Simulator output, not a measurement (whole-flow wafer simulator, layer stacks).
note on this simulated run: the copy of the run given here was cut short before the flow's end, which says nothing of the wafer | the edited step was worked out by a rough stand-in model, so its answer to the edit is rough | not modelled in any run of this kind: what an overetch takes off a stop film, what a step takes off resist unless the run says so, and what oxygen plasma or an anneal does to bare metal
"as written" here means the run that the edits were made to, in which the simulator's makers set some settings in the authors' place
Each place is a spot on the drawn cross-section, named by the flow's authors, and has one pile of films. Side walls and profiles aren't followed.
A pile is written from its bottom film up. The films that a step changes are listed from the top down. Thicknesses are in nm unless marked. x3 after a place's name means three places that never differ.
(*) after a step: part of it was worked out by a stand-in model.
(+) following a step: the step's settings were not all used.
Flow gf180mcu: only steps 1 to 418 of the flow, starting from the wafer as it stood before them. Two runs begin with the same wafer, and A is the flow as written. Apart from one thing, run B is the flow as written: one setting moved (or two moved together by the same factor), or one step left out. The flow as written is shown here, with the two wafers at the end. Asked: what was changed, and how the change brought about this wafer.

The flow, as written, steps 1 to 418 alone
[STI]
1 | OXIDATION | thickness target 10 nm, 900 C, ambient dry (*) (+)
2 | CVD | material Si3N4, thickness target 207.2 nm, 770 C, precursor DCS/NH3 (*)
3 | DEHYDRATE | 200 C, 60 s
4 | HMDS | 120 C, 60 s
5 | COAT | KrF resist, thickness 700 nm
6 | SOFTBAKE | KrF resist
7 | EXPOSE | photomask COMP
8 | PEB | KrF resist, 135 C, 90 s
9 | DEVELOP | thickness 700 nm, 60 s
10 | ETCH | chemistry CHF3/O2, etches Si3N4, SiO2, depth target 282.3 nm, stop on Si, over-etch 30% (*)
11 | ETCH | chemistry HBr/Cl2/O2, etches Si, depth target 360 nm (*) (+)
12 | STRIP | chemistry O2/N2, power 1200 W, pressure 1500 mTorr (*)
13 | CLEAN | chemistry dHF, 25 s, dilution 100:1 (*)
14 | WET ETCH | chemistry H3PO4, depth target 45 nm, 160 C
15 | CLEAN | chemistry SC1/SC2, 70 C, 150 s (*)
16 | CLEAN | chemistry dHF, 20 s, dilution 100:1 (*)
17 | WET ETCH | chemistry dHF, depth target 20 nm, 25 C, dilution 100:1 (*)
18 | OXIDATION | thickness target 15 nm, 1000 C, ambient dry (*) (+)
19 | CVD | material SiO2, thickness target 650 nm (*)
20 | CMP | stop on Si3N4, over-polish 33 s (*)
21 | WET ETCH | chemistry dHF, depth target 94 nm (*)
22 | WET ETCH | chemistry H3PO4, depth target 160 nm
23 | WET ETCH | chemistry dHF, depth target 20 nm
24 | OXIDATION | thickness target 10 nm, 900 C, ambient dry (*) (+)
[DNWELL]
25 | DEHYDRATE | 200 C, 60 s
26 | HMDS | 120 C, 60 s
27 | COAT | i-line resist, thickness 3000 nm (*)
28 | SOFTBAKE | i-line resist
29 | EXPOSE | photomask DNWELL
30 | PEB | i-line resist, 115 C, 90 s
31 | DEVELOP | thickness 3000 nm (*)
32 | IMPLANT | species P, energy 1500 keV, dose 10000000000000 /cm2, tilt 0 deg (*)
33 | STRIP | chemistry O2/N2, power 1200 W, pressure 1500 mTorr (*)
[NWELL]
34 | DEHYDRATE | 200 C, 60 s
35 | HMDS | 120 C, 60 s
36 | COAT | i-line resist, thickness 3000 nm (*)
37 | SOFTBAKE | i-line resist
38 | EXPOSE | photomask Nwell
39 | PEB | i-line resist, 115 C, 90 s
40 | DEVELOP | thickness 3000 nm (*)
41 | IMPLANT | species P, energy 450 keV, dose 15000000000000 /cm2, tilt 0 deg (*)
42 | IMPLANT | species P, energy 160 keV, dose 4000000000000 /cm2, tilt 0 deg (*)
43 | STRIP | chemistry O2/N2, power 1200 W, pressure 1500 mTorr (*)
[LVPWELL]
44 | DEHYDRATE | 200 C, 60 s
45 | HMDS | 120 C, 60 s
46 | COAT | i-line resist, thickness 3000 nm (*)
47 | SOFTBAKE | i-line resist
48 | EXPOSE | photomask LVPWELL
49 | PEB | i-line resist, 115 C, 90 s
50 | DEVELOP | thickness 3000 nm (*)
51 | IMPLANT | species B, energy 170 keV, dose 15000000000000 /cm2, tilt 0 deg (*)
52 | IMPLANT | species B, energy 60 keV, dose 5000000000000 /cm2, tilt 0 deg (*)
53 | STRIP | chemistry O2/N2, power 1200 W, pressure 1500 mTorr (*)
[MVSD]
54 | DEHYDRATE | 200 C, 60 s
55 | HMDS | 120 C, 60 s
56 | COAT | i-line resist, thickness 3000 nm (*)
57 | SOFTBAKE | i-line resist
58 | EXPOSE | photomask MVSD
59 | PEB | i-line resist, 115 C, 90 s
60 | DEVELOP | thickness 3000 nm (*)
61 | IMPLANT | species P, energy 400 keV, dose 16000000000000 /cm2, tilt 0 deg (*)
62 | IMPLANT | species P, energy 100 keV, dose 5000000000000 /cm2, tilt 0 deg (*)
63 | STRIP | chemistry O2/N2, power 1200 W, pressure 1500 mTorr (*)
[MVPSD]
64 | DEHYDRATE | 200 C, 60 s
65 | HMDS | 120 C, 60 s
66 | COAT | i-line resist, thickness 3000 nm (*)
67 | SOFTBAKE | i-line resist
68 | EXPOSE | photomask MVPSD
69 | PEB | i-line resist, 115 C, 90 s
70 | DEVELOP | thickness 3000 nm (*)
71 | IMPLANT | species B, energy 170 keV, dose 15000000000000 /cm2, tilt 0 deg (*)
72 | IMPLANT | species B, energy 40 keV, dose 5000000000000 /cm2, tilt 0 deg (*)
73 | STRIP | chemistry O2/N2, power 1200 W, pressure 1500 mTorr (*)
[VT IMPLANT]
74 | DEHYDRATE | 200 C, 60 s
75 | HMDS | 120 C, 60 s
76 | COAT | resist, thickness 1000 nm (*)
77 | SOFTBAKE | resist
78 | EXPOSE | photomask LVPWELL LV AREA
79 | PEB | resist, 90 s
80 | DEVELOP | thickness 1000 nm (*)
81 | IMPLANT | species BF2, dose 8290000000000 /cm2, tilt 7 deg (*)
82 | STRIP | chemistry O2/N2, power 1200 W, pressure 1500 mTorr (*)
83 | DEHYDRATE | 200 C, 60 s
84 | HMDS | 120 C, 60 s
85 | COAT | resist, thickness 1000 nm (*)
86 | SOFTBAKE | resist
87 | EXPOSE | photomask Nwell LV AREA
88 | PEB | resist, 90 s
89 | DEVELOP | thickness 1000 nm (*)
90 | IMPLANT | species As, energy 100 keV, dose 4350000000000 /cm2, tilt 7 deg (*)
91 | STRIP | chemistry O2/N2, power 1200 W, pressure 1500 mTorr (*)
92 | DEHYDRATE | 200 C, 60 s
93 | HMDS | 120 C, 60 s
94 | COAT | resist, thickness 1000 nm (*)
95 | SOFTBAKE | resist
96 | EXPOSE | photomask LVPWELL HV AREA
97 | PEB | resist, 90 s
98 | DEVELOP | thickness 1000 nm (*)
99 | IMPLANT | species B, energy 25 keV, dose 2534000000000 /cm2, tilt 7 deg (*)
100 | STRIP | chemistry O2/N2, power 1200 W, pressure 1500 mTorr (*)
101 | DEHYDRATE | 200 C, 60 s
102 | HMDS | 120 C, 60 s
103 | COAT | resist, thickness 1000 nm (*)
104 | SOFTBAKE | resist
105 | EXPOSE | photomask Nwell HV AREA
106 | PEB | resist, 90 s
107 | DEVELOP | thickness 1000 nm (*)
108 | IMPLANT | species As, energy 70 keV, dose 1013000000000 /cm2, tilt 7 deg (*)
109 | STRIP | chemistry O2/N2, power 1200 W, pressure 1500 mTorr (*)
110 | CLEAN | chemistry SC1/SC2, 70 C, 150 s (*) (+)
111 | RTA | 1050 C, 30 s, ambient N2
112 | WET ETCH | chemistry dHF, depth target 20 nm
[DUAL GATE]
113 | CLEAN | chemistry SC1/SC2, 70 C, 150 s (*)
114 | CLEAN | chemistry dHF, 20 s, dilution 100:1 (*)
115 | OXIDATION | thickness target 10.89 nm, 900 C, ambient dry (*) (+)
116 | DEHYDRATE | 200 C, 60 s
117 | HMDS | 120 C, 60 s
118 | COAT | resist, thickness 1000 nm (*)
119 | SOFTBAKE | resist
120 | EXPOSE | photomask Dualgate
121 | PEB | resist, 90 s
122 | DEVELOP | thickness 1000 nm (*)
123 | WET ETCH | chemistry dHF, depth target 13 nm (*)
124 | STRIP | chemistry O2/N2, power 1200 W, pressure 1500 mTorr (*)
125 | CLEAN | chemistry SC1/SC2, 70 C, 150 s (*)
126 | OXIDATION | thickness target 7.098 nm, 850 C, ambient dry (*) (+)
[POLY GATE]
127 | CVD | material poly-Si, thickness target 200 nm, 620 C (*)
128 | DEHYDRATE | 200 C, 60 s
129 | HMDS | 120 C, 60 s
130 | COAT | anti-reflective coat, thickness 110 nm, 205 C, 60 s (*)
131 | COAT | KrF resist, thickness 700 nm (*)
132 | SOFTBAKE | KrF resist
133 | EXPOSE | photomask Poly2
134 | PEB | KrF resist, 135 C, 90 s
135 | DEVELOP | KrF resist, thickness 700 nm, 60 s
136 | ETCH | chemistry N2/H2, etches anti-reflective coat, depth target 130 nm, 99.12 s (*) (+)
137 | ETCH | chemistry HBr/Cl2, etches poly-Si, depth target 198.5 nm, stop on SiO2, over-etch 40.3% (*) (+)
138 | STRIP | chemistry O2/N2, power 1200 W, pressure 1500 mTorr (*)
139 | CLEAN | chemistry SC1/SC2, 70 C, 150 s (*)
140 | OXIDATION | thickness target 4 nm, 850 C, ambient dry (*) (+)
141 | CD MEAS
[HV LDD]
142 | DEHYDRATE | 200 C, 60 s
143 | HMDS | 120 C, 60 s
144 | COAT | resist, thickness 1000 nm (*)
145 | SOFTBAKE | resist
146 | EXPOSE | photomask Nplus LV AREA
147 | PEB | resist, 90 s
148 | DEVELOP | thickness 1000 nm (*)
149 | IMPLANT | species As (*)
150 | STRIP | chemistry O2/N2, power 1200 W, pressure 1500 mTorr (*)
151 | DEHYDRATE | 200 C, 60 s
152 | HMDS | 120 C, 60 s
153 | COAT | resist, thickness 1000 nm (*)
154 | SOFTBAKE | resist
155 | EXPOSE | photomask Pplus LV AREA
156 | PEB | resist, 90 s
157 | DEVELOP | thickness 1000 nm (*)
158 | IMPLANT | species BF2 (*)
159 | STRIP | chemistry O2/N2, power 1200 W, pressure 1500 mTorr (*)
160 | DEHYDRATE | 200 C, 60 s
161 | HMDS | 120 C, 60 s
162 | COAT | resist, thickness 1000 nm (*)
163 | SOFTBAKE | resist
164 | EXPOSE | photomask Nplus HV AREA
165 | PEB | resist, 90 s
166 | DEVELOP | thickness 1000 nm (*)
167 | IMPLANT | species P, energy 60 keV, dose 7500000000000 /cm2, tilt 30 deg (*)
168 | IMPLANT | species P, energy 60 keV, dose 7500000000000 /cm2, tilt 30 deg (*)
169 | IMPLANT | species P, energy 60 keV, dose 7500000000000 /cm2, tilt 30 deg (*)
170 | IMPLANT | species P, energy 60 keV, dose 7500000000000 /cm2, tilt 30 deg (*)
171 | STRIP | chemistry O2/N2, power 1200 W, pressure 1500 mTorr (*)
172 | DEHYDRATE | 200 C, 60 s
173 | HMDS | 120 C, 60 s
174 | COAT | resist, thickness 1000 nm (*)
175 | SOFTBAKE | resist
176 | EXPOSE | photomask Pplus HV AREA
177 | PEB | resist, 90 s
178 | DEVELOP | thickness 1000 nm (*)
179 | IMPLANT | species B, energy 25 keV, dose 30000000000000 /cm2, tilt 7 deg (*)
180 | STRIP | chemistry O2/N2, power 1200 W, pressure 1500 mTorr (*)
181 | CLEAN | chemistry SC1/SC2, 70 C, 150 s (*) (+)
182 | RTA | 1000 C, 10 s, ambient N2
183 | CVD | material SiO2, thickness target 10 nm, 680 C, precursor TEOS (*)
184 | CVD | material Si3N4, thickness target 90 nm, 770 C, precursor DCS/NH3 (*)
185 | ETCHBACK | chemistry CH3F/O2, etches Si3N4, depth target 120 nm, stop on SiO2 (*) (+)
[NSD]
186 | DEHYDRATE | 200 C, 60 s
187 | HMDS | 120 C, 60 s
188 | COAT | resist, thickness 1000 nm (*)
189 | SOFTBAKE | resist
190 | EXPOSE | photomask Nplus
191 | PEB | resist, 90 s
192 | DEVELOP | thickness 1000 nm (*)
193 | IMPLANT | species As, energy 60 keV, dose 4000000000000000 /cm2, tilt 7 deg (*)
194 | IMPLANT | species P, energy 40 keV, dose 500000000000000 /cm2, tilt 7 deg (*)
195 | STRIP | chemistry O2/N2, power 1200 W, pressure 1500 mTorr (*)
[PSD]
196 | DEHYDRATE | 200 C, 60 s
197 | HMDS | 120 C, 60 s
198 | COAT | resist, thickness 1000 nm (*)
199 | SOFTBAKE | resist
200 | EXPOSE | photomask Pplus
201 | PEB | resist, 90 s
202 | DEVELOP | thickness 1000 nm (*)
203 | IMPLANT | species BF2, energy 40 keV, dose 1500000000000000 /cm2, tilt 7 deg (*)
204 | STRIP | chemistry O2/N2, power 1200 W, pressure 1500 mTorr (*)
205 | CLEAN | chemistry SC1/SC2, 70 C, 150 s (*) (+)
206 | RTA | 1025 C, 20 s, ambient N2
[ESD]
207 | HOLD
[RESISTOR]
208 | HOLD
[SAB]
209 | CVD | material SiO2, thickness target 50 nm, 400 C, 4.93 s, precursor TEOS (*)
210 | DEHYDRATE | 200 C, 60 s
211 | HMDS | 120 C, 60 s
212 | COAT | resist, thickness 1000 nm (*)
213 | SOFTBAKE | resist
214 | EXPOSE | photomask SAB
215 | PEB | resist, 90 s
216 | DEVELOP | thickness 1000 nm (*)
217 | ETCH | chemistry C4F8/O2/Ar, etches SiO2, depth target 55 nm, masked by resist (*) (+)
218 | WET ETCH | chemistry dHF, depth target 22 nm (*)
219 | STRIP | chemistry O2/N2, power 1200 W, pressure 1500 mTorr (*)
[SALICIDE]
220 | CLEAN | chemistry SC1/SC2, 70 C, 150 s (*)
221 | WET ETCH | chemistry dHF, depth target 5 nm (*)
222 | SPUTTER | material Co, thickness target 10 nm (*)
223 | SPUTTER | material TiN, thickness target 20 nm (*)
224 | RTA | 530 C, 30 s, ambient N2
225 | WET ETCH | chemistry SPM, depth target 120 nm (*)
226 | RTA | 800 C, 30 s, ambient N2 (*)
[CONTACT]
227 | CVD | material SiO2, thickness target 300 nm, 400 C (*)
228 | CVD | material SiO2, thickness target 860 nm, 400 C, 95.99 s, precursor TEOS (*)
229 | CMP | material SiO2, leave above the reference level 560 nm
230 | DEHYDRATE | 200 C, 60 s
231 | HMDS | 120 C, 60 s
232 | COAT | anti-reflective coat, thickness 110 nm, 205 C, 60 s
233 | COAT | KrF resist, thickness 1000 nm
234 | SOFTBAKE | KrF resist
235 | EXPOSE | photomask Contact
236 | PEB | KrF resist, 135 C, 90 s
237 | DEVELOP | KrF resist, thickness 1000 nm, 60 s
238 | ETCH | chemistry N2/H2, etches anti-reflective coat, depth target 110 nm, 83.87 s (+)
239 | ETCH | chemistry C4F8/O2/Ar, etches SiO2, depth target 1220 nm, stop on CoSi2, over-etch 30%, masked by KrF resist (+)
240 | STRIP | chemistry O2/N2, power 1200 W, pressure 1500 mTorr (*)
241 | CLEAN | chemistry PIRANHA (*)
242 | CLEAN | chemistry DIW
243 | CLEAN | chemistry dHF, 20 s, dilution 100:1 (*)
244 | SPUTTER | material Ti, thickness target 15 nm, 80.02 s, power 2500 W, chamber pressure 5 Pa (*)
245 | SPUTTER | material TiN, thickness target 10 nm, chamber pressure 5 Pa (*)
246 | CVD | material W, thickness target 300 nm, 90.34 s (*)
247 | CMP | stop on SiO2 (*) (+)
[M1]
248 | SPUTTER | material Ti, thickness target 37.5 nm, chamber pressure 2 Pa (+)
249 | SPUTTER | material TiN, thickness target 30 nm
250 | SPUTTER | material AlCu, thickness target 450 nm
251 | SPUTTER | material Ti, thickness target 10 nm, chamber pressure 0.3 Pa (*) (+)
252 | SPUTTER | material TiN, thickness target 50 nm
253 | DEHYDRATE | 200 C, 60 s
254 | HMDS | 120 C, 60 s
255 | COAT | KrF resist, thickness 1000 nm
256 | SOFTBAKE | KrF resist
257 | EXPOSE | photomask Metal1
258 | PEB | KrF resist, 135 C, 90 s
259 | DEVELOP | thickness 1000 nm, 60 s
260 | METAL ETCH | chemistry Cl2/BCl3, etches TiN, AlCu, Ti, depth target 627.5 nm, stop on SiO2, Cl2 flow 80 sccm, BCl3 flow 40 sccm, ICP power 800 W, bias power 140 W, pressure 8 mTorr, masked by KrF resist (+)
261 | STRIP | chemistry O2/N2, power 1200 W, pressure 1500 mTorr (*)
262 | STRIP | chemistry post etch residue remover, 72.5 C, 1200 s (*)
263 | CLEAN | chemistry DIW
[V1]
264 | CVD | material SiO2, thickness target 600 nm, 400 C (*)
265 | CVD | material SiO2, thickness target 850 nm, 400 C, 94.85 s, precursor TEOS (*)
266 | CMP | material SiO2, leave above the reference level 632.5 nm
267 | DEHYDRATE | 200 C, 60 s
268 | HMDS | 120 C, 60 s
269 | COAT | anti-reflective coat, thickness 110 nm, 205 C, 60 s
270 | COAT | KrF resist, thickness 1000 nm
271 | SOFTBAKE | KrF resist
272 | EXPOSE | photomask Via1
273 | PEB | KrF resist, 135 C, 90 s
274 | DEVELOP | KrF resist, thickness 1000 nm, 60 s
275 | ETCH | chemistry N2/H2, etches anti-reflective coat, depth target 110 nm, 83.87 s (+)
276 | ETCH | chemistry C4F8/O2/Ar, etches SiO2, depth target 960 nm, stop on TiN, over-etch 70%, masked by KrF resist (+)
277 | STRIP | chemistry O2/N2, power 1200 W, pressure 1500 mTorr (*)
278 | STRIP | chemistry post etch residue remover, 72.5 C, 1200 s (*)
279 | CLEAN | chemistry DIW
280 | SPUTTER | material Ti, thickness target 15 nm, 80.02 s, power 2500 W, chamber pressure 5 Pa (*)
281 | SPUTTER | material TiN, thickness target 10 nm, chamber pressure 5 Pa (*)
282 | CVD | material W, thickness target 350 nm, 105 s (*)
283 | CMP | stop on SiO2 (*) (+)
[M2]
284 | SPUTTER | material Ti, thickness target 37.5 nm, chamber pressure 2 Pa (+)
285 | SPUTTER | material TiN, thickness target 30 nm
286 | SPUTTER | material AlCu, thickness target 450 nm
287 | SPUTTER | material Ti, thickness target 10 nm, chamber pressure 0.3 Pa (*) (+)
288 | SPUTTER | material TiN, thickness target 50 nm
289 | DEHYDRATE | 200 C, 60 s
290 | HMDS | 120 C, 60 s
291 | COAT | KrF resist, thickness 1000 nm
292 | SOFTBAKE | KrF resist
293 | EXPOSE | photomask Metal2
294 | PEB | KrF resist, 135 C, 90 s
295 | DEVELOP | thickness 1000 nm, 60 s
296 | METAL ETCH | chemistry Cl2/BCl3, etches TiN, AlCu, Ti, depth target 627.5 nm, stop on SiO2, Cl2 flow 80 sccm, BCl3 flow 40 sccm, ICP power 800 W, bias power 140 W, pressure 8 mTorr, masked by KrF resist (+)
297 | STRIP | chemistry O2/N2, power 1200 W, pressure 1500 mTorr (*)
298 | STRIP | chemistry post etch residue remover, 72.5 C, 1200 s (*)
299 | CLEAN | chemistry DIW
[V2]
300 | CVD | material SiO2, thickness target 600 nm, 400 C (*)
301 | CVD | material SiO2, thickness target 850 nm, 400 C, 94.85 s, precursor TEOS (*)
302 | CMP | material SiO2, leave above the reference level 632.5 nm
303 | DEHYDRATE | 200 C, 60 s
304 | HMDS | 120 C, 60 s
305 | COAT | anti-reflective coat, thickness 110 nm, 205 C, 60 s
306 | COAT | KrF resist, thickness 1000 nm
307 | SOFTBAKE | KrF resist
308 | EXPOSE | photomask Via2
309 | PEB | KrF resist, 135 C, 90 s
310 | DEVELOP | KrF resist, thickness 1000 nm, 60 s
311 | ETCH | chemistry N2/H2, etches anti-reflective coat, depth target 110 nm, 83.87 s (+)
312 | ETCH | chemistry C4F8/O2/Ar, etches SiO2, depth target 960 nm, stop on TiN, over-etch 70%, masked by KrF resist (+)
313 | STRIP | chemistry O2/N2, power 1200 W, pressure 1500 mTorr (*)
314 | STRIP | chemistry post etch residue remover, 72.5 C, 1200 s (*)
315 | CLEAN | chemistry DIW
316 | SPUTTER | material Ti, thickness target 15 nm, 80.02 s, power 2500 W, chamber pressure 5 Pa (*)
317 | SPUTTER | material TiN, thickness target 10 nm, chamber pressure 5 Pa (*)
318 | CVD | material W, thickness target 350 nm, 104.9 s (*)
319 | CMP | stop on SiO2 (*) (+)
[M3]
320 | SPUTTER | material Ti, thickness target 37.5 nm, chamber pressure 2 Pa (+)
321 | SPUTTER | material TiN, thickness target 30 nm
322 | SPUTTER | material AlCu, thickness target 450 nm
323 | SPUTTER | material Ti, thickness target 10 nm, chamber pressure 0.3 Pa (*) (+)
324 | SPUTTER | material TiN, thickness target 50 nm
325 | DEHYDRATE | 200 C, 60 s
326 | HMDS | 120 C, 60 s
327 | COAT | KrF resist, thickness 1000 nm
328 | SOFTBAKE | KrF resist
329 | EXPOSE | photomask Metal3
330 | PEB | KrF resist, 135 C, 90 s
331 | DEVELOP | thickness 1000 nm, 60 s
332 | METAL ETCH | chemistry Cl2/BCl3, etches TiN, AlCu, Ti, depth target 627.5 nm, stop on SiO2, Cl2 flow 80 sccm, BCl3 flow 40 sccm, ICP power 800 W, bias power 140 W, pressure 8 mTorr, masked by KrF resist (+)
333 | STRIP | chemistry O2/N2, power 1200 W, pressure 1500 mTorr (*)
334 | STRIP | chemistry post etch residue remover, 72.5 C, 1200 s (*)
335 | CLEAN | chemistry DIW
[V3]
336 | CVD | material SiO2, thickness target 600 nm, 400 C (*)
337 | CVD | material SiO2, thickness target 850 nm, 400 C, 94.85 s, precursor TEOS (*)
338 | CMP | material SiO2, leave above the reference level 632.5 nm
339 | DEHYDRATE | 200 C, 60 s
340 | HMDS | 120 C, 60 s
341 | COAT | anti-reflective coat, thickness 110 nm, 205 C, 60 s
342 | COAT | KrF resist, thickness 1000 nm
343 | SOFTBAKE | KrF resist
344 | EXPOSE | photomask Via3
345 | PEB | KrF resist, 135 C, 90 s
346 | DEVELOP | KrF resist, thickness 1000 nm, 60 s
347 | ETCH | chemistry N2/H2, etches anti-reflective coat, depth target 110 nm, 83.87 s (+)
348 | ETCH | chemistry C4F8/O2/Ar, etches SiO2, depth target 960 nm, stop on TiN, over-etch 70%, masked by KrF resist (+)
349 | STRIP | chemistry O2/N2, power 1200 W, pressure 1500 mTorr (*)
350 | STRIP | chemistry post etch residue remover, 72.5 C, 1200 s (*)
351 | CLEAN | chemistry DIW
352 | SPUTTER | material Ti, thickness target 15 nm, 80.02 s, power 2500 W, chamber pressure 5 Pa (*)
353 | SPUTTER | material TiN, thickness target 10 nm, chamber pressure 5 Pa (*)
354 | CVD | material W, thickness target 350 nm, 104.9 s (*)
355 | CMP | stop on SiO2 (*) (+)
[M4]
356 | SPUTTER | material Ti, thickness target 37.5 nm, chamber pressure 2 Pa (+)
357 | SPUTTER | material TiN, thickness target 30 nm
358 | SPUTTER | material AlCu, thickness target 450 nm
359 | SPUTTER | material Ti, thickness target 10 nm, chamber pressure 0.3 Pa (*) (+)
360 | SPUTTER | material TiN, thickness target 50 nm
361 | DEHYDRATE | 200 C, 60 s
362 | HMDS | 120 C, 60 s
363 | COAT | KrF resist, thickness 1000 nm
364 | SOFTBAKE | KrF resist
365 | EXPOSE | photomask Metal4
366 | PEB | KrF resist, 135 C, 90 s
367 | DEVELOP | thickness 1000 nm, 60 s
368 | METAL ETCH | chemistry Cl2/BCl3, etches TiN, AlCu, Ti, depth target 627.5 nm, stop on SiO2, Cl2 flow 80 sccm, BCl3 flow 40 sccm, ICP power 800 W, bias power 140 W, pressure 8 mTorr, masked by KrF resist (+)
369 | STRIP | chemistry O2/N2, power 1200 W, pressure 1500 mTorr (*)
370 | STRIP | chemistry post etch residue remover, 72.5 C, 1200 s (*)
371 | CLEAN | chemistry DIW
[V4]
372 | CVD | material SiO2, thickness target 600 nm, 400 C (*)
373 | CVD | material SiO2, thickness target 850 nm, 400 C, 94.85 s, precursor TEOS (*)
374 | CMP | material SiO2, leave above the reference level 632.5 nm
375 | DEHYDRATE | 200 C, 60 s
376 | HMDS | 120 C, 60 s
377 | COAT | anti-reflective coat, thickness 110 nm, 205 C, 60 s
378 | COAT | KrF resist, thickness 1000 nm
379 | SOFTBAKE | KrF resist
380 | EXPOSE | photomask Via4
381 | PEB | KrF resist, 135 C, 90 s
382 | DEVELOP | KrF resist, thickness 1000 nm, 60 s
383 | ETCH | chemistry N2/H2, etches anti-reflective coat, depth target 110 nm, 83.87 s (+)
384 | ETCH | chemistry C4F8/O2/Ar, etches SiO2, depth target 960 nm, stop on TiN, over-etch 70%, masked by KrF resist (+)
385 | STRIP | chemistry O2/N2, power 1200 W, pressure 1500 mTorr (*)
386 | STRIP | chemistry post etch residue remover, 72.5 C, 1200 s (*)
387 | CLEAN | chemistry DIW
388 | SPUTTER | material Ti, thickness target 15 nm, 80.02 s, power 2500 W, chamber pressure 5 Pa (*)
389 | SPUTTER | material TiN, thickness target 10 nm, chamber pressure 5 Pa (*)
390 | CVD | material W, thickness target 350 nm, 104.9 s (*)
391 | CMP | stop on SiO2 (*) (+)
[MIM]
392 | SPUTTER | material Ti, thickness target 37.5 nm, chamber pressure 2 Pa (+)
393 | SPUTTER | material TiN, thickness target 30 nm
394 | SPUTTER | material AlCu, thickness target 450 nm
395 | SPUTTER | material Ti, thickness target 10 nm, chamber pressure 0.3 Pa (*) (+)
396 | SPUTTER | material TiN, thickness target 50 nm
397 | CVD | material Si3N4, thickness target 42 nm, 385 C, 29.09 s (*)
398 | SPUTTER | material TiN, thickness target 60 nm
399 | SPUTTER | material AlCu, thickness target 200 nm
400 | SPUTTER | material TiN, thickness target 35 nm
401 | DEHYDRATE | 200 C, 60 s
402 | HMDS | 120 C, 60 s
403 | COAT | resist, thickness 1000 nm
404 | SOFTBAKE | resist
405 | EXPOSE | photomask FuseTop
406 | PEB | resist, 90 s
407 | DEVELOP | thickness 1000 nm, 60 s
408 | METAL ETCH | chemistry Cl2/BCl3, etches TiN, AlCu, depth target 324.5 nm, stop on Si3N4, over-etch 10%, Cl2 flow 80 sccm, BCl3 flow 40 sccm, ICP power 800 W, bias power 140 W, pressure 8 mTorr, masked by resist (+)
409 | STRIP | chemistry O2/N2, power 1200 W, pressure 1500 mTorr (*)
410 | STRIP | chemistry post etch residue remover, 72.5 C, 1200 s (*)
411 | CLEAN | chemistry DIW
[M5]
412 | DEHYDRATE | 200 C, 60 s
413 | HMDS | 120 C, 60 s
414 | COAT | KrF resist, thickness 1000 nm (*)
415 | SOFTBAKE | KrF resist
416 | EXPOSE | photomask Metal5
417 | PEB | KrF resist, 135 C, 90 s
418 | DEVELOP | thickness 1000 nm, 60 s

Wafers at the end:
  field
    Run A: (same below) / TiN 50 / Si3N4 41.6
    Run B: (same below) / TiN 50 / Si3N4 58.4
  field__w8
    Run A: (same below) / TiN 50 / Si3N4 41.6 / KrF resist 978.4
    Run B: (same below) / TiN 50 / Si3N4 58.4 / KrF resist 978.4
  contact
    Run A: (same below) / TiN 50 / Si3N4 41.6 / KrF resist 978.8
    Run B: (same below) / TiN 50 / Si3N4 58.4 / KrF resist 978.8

The reason: step 397, CVD: 40.72 s was run, though the flow has 29.09 s.

The path from the change to this, step by step:
  397 | CVD | material Si3N4, thickness target 42 nm, 385 C, 29.09 s (*)
      field, field__w1, field__w2 and 108 more: A Si3N4 gains 42 (new film) | B Si3N4 gains 58.8 (new film)
